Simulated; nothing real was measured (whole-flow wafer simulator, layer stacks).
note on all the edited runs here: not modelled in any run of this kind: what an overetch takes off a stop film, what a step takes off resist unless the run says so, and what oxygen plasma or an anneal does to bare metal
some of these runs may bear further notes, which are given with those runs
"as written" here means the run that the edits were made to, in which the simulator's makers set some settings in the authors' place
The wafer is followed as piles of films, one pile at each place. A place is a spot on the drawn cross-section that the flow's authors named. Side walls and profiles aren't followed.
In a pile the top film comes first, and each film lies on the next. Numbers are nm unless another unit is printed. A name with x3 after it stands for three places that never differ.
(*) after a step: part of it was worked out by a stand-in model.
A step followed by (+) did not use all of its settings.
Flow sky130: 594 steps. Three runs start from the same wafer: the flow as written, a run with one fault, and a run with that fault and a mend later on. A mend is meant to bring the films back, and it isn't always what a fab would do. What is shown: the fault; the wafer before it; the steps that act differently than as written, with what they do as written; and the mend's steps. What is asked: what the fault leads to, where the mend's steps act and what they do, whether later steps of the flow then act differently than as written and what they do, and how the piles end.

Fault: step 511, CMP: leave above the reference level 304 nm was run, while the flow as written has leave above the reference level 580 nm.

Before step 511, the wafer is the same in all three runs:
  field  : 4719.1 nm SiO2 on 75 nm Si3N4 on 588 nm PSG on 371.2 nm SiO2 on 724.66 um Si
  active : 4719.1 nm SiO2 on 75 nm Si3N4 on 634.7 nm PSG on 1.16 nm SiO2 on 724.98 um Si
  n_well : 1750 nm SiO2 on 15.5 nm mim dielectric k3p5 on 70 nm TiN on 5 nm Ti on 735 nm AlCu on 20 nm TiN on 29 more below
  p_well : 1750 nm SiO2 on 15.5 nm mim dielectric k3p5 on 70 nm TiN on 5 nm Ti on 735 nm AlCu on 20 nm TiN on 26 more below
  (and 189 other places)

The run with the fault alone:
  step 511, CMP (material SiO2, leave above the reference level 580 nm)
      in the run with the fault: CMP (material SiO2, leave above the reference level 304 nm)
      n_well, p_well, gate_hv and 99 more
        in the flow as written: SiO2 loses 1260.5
        in the run with the fault: SiO2 loses 1536.5
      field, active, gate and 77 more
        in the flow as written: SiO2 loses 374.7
        in the run with the fault: SiO2 loses 650.7
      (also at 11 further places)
  Steps further on in the flow that do not act as written:
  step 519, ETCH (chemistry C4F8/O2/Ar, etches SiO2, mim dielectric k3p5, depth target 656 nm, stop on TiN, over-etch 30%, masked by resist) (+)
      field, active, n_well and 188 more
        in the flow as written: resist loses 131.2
        in the run with the fault: resist loses 59.7
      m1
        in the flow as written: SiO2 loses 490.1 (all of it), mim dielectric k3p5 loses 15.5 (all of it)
        in the run with the fault: SiO2 loses 214.1 (all of it), mim dielectric k3p5 loses 15.5 (all of it)
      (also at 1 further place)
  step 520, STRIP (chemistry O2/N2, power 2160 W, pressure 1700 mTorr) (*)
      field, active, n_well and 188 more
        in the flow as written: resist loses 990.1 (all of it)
        in the run with the fault: resist loses 1061.6 (all of it)
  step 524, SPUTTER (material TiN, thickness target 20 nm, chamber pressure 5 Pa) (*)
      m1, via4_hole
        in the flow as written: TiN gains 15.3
        in the run with the fault: TiN gains 17.4
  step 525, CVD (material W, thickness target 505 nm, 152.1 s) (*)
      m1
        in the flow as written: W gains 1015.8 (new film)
        in the run with the fault: W gains 540.9 (new film)
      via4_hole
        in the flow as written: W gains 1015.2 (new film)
        in the run with the fault: W gains 542 (new film)
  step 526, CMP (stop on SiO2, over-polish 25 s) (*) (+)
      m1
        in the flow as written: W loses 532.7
        in the run with the fault: W loses 335.9
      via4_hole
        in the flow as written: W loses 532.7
        in the run with the fault: W loses 337.7
  By the end, the piles at field, active, n_well and 190 more depart from the flow's by more than 2% or 0.5 nm, whichever is larger.
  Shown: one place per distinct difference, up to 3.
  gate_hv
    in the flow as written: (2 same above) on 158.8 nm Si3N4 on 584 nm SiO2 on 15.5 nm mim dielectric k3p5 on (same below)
    in the run with the fault: (2 same above) on 158.8 nm Si3N4 on 308 nm SiO2 on 15.5 nm mim dielectric k3p5 on (same below)
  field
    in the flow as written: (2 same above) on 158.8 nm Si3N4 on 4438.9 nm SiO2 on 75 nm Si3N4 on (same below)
    in the run with the fault: (2 same above) on 158.8 nm Si3N4 on 4162.9 nm SiO2 on 75 nm Si3N4 on (same below)
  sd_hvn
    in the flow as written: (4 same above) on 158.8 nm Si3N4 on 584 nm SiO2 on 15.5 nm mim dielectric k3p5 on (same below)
    in the run with the fault: (4 same above) on 158.8 nm Si3N4 on 308 nm SiO2 on 15.5 nm mim dielectric k3p5 on (same below)

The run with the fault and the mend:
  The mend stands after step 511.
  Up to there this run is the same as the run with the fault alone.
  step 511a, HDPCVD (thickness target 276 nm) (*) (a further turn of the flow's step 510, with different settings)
      field, active, n_well and 190 more
        SiO2 gains 276
  Later steps of the flow that are run all act as written at every place that is followed.
  By the end, the piles equal the flow's at every place that both follow.
